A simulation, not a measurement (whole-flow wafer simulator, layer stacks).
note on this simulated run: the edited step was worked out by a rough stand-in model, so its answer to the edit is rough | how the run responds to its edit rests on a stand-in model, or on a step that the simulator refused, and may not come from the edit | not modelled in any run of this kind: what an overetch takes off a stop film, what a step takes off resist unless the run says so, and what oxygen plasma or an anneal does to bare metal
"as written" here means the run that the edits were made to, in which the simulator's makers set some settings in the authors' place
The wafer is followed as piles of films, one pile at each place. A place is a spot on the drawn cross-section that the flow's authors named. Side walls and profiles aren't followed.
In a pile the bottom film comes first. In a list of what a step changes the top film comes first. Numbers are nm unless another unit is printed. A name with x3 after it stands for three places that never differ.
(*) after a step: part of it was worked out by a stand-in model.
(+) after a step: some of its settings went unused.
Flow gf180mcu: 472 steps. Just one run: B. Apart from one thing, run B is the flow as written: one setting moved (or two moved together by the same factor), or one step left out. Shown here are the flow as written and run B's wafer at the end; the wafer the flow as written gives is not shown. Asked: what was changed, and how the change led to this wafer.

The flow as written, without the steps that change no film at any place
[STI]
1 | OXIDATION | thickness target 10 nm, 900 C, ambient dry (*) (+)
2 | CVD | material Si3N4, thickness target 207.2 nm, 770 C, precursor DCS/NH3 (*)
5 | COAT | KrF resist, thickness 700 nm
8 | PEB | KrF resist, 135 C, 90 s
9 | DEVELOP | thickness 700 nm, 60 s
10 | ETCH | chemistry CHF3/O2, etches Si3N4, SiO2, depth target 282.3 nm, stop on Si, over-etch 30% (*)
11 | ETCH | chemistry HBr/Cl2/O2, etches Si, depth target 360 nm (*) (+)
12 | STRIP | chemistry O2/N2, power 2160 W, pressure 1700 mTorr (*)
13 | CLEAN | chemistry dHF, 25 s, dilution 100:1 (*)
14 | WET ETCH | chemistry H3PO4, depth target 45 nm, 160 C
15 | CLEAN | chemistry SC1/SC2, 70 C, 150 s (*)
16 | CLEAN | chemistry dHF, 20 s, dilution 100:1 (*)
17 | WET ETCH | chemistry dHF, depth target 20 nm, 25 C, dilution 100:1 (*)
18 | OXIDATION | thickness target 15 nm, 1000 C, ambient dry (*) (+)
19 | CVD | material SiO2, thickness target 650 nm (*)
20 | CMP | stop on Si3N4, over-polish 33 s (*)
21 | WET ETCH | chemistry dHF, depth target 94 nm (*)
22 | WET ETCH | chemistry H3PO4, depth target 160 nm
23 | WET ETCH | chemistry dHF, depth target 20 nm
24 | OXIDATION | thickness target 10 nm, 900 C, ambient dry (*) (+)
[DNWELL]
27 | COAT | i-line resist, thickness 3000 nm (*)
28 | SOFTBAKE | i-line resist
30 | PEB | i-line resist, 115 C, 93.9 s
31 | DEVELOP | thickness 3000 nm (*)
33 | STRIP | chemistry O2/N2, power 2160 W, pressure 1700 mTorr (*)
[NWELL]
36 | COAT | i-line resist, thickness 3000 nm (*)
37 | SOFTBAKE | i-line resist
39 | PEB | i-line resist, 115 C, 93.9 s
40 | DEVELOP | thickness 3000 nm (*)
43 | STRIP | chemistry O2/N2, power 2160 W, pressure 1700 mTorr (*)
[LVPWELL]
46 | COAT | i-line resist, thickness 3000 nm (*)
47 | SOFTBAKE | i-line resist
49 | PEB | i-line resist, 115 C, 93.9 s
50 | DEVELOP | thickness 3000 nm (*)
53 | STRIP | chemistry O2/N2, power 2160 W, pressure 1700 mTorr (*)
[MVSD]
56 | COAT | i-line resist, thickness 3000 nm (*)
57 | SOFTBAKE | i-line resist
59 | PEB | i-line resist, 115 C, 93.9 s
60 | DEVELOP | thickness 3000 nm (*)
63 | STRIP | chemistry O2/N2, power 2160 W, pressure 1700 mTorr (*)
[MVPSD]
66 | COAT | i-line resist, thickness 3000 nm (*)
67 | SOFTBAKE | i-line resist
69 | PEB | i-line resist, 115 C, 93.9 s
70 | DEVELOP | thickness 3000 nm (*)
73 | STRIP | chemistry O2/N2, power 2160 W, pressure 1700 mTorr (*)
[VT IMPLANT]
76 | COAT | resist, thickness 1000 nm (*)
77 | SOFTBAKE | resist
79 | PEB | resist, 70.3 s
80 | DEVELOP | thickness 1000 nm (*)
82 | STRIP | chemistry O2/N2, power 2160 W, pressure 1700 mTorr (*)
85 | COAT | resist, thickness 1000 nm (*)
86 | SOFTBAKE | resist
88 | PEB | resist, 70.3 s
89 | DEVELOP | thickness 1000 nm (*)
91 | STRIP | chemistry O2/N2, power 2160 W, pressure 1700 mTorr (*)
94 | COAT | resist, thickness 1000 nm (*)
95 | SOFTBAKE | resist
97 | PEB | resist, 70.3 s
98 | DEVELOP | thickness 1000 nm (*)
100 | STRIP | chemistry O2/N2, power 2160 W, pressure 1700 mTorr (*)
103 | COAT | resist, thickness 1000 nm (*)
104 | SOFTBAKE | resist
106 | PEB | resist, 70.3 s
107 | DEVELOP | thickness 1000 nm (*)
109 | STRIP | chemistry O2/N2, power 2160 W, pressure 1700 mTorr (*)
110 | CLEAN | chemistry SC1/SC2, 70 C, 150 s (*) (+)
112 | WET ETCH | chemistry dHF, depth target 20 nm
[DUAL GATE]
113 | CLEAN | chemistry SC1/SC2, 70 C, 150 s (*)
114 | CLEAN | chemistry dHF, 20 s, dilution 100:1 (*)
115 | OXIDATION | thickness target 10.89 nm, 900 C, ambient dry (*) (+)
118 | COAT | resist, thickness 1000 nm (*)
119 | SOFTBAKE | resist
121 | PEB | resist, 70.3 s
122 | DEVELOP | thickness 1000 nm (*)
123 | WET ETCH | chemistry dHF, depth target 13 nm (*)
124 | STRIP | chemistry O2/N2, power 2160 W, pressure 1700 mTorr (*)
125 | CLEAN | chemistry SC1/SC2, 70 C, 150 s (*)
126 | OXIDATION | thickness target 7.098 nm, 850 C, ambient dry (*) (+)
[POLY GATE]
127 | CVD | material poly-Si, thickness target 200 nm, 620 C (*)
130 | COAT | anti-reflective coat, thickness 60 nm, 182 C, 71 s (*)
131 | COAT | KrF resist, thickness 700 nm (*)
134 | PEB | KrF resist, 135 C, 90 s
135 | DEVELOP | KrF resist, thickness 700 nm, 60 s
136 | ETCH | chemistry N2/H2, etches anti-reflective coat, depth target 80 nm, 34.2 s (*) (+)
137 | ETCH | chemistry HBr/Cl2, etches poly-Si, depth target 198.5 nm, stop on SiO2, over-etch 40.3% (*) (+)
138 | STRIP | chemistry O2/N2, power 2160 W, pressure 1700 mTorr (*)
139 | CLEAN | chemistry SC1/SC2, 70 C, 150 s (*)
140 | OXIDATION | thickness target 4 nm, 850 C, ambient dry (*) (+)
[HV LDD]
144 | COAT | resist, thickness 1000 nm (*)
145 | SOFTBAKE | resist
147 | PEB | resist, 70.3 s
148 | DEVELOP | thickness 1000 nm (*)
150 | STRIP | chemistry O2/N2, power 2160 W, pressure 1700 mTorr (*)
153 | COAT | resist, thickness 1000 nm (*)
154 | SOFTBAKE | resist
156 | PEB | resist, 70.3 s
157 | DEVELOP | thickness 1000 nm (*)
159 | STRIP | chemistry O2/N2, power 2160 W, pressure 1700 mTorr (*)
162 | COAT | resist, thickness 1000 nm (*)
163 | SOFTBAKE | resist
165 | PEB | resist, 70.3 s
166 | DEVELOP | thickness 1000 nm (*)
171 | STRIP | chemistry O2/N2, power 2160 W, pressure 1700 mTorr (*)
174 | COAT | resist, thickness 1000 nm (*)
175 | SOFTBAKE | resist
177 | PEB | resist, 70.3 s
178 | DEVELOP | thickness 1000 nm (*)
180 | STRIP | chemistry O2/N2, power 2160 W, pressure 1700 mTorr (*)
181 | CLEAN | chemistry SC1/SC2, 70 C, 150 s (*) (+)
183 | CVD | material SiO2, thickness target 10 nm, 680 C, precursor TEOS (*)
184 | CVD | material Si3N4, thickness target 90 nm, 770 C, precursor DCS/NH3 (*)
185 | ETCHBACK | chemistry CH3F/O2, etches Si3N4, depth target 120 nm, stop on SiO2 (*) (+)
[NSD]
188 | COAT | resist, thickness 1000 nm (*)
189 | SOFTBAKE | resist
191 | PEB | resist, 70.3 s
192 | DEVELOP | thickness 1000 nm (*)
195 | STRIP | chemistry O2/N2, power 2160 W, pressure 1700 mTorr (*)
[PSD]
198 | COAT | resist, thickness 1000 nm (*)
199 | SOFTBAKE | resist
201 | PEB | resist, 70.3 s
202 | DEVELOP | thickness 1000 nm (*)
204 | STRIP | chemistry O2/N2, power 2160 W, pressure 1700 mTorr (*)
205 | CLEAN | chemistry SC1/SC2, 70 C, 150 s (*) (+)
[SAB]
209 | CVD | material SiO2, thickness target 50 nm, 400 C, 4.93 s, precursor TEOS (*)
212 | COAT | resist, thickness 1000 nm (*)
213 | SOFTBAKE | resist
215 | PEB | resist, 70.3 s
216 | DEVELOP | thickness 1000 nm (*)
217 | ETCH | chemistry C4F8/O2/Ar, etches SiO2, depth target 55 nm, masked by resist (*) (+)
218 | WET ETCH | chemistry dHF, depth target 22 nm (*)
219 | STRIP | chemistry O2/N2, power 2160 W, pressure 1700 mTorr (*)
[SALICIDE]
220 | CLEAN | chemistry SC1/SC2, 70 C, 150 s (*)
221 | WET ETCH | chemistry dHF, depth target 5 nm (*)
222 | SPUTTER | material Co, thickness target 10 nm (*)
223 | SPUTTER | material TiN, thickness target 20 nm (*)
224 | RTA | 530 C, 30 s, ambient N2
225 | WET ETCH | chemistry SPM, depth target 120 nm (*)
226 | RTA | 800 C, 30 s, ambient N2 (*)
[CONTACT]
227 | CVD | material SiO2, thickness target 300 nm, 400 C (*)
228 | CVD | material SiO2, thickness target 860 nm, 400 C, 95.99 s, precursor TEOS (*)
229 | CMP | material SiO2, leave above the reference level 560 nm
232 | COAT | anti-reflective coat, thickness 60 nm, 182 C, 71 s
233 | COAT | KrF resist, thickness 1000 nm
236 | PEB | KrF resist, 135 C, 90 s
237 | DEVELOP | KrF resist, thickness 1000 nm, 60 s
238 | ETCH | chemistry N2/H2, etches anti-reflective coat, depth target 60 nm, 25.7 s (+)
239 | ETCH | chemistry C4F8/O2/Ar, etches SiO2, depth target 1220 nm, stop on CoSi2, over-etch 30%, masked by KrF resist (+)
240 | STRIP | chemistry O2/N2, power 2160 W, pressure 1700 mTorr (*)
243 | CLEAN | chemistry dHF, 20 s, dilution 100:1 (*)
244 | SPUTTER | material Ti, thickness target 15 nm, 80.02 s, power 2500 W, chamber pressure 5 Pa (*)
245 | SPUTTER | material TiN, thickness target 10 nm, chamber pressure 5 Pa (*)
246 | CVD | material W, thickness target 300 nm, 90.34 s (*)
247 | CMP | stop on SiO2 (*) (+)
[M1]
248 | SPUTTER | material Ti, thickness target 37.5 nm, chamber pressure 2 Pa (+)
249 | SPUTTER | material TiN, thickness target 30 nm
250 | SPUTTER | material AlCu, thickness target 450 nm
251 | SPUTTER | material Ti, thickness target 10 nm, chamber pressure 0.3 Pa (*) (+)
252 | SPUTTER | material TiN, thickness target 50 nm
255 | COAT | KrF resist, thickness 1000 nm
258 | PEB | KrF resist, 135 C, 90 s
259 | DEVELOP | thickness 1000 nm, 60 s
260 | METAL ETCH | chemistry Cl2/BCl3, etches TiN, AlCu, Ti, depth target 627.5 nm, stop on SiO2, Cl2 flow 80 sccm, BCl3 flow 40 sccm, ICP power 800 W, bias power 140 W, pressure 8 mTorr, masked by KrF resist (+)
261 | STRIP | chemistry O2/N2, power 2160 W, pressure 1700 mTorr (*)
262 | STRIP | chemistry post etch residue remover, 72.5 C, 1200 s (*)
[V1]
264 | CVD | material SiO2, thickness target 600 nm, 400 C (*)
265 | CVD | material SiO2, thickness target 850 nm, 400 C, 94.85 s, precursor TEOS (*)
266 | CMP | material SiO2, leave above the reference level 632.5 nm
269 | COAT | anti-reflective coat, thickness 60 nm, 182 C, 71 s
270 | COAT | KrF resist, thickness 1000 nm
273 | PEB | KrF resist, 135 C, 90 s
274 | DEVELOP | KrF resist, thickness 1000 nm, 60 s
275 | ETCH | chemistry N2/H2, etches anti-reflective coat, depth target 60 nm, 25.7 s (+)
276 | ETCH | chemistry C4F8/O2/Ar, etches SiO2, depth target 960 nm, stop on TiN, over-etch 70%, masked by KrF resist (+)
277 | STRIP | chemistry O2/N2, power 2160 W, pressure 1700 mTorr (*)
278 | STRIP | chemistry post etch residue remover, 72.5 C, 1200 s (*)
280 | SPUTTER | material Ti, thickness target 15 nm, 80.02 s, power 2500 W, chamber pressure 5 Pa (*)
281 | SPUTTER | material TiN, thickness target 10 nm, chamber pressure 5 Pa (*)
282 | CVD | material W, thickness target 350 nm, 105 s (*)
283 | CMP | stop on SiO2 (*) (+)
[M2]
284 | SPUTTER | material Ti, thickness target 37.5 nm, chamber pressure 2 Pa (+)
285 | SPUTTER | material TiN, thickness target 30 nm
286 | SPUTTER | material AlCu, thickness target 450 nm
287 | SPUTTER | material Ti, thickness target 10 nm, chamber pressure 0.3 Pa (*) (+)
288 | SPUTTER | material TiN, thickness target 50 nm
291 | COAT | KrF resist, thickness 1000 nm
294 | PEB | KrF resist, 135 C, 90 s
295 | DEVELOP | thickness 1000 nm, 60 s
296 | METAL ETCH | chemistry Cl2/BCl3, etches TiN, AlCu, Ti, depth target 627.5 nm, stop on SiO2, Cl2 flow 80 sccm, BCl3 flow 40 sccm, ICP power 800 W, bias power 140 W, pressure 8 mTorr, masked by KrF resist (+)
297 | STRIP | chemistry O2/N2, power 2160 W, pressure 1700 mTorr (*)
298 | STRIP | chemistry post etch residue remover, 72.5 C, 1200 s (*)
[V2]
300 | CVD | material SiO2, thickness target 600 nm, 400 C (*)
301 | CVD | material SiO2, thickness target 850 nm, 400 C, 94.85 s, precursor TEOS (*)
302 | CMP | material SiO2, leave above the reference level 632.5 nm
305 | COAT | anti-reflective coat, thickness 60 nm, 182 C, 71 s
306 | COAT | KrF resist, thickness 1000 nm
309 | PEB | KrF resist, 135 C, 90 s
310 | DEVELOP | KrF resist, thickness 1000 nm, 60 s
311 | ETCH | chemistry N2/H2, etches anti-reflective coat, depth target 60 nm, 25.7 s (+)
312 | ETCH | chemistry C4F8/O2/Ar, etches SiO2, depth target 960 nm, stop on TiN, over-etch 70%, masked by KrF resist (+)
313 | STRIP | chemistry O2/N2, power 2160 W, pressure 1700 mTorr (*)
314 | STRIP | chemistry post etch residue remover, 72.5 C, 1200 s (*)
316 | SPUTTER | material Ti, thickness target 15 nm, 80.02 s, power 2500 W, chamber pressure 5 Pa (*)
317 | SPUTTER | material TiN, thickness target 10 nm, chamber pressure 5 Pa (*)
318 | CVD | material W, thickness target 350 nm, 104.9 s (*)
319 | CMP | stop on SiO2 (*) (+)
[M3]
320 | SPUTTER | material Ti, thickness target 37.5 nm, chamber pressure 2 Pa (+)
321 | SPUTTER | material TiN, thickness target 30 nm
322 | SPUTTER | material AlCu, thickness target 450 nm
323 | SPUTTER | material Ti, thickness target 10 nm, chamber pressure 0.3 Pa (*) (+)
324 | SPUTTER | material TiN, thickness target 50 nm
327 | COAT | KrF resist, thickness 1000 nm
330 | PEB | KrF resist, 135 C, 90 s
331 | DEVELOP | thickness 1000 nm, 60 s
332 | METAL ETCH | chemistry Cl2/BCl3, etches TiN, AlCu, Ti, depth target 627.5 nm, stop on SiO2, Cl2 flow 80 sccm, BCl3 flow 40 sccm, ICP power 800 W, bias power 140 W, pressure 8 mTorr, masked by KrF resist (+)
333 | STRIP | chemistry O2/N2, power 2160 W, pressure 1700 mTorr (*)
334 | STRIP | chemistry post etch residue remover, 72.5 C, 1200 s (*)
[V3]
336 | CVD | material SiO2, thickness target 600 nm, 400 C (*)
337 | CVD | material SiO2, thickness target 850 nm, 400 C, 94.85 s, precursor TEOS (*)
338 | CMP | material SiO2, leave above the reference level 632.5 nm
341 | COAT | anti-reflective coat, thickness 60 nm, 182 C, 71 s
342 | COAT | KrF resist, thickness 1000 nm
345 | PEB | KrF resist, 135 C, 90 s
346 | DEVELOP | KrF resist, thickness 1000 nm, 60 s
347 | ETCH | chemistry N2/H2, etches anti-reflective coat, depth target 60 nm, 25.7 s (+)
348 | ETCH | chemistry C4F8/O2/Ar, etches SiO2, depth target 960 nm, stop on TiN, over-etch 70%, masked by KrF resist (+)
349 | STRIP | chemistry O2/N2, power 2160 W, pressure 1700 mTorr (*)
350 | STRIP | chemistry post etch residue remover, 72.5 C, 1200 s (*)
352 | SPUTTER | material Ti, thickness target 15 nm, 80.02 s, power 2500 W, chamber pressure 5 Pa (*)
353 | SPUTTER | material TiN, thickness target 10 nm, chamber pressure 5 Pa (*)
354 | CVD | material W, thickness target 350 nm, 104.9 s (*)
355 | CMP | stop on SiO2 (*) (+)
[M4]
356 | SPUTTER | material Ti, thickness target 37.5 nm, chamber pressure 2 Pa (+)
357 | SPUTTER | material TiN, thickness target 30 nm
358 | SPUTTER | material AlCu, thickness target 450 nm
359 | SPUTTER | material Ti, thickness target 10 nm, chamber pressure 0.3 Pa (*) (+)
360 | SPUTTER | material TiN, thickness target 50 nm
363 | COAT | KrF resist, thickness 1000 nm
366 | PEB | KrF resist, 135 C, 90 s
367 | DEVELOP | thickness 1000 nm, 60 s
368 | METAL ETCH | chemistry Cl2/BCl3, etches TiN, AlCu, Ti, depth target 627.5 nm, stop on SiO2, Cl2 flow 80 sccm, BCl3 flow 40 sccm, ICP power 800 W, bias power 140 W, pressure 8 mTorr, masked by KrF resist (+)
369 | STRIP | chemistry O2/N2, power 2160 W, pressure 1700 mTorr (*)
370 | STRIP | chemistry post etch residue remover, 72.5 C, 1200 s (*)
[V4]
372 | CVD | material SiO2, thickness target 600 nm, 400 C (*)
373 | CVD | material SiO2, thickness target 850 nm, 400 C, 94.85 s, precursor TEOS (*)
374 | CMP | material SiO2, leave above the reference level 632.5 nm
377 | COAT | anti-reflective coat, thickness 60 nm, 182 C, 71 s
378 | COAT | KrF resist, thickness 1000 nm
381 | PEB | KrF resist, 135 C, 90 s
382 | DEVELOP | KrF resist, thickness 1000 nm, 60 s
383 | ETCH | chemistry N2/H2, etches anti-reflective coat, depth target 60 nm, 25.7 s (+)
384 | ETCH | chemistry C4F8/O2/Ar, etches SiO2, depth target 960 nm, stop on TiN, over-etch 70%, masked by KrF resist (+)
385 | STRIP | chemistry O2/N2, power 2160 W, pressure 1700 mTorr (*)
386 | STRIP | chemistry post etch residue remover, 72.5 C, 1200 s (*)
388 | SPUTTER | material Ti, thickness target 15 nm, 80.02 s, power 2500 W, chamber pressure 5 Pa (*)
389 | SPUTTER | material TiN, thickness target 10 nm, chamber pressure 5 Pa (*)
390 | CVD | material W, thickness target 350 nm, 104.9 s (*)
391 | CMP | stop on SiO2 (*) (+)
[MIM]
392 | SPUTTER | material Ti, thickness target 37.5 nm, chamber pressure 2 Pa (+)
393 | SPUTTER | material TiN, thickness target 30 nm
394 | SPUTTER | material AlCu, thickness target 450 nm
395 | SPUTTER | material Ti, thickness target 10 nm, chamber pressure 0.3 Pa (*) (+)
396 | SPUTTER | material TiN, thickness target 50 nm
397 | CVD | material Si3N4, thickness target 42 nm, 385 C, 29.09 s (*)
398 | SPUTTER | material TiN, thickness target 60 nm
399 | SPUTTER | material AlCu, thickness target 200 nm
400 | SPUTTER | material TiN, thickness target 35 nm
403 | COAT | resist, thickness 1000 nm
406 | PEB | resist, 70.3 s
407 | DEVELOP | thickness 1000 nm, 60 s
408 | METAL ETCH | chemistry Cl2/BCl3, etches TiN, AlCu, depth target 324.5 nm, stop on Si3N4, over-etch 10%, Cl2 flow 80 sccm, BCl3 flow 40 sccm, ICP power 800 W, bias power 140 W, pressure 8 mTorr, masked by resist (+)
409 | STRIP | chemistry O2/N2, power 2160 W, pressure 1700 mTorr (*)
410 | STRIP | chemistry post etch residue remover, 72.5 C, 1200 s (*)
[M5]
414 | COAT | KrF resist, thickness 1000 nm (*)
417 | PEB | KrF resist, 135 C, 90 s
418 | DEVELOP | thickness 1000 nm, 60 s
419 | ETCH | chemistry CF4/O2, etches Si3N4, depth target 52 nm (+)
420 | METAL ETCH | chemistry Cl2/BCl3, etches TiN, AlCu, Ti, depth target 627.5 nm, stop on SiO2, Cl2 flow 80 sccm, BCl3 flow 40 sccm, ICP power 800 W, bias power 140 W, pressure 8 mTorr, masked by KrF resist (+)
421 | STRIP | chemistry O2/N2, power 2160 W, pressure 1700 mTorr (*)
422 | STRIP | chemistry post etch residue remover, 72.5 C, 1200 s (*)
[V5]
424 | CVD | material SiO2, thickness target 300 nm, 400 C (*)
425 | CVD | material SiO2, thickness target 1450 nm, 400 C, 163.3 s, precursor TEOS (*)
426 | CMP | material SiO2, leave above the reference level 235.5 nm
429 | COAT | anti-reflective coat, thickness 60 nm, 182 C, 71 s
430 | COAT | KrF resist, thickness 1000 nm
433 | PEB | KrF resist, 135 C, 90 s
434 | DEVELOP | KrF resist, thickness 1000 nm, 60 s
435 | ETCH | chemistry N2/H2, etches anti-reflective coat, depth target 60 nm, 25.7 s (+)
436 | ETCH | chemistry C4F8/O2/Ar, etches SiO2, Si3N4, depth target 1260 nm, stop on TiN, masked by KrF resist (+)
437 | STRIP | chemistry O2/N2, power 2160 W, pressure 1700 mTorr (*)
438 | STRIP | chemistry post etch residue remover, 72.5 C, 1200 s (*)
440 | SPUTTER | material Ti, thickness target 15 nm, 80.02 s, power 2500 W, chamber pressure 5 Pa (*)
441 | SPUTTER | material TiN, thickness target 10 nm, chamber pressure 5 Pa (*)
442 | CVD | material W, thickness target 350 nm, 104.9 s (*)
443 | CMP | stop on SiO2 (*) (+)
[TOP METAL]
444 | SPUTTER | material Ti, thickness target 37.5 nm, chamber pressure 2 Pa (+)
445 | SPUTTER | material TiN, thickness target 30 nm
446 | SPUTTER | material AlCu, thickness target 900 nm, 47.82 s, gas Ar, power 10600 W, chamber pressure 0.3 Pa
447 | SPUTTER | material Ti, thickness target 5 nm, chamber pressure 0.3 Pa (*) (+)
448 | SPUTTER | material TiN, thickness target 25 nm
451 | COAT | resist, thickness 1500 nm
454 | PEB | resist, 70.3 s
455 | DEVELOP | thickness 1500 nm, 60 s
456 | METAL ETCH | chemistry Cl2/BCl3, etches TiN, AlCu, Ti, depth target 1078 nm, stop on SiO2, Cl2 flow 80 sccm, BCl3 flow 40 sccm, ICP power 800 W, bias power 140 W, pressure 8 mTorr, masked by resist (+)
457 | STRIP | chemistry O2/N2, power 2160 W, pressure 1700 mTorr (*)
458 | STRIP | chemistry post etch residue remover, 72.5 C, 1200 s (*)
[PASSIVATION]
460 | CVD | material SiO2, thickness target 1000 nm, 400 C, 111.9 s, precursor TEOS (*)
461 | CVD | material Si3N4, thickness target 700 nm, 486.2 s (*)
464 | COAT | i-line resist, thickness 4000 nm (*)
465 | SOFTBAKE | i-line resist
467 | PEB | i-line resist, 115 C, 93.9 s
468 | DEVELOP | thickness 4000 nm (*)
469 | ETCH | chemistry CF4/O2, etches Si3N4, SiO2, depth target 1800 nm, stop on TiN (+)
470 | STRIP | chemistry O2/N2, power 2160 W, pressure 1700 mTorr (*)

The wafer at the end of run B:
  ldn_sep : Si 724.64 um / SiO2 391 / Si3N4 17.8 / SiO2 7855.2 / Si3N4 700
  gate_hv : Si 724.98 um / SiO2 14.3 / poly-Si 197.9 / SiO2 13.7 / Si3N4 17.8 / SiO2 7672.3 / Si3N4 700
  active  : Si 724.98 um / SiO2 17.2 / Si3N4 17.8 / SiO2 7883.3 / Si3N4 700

The reason: step 184, CVD: thickness target 142 nm was run, whereas the flow has thickness target 90 nm.

How this came from the change, step by step:
  184 | CVD | material Si3N4, thickness target 90 nm, 770 C, precursor DCS/NH3 (*)
      field, field__w1, field__w2 and 101 more: +142 Si3N4 (new film) (it would be, as written: +90 Si3N4 (new film))
  185 | ETCHBACK | chemistry CH3F/O2, etches Si3N4, depth target 120 nm, stop on SiO2 (*) (+)
      field, field__w1, field__w2 and 100 more: -120 Si3N4 (it would be, as written: -90 Si3N4 (all of it), -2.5 SiO2)
  188 | COAT | resist, thickness 1000 nm (*)
      field__w9: +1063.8 resist (new film) (it would be, as written: +1041.8 resist (new film))
      spacer: +893.1 resist (new film) (it would be, as written: +920.2 resist (new film))
  189 | SOFTBAKE | resist
      field__w9: -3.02 resist (it would be, as written: +6.92 resist)
      field__w11: -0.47 resist (it would be, as written: +0.14 resist)
      (also at 32 further places)
  192 | DEVELOP | thickness 1000 nm (*)
      spacer: -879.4 resist (all of it) (it would be, as written: -905.9 resist (all of it))
  198 | COAT | resist, thickness 1000 nm (*)
      field__w9: +1063.8 resist (new film) (it would be, as written: +1041.8 resist (new film))
      spacer: +893.1 resist (new film) (it would be, as written: +920.2 resist (new film))
  199 | SOFTBAKE | resist
      field__w9: -3.02 resist (it would be, as written: +6.92 resist)
      field__w11: -0.47 resist (it would be, as written: +0.14 resist)
      (also at 34 further places)
  204 | STRIP | chemistry O2/N2, power 2160 W, pressure 1700 mTorr (*)
      spacer: -879.4 resist (all of it) (it would be, as written: -905.9 resist (all of it))
  205 | CLEAN | chemistry SC1/SC2, 70 C, 150 s (*) (+)
      field, field__w1, field__w2 and 105 more: -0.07 Si3N4 (it would be, as written: -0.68 SiO2)
  209 | CVD | material SiO2, thickness target 50 nm, 400 C, 4.93 s, precursor TEOS (*)
      field, field__w7, field__w8 and 73 more: +50 SiO2 (new film) (it would be, as written: +50 SiO2)
      field_sub, field_sub__w2, ld_drn_n, ld_sd_p: +48.7 SiO2 (new film) (it would be, as written: +48.8 SiO2)
      (also at 28 further places)
  212 | COAT | resist, thickness 1000 nm (*)
      spacer: +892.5 resist (new film) (it would be, as written: +919.4 resist (new film))
  213 | SOFTBAKE | resist
      npoly_sal: +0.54 resist (it would be, as written: -0.55 resist)
      field__w1: +6 resist (it would be, as written: +5.43 resist)
      (also at 22 further places)
  216 | DEVELOP | thickness 1000 nm (*)
      spacer: -878.8 resist (all of it) (it would be, as written: -905.1 resist (all of it))
  217 | ETCH | chemistry C4F8/O2/Ar, etches SiO2, depth target 55 nm, masked by resist (*) (+)
      field, field__w7, field__w8 and 70 more: -50 SiO2 (all of it), -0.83 Si3N4 (it would be, as written: -55 SiO2)
      field__w1, m1, nw_enc_fld_lv__w3: -49.2 SiO2 (all of it), -0.97 Si3N4 (it would be, as written: -55 SiO2)
      (also at 23 further places)
  218 | WET ETCH | chemistry dHF, depth target 22 nm (*)
      gate, gate_hv, gate_p and 23 more: -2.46 Si3N4 (it would be, as written: -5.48 SiO2 (all of it))
      field, field__w10, sti and 14 more: -2.46 Si3N4 (it would be, as written: -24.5 SiO2)
      (also at 56 further places)
  219 | STRIP | chemistry O2/N2, power 2160 W, pressure 1700 mTorr (*)
      gate, gate_hv, gate_p and 23 more: nothing (it would be, as written: +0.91 chemical SiO2 (new film), -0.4 poly-Si)
      active, p_well, sd_n and 20 more: nothing (it would be, as written: +0.91 chemical SiO2 (new film), -0.4 Si)
  ... 13 further steps ...
  471 | ANNEAL | 400 C, 1800 s, ambient N2/H2
      polyc_n, polyc_p: under 9 films: +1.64 void (new film), -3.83 Ti, +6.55 TiSi first (new film), -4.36 poly-Si (it would be, as written: nothing)
      contact: under 49 films: +1.62 void (new film), -3.83 Ti, +6.55 TiSi first (new film), -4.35 Si (it would be, as written: nothing)
With metal films that touch counted as one body, gate_hv has 0 bodies; the flow as written gives 1 body.
With metal films that touch counted as one body, active has 0 bodies; the flow as written gives 1 body.
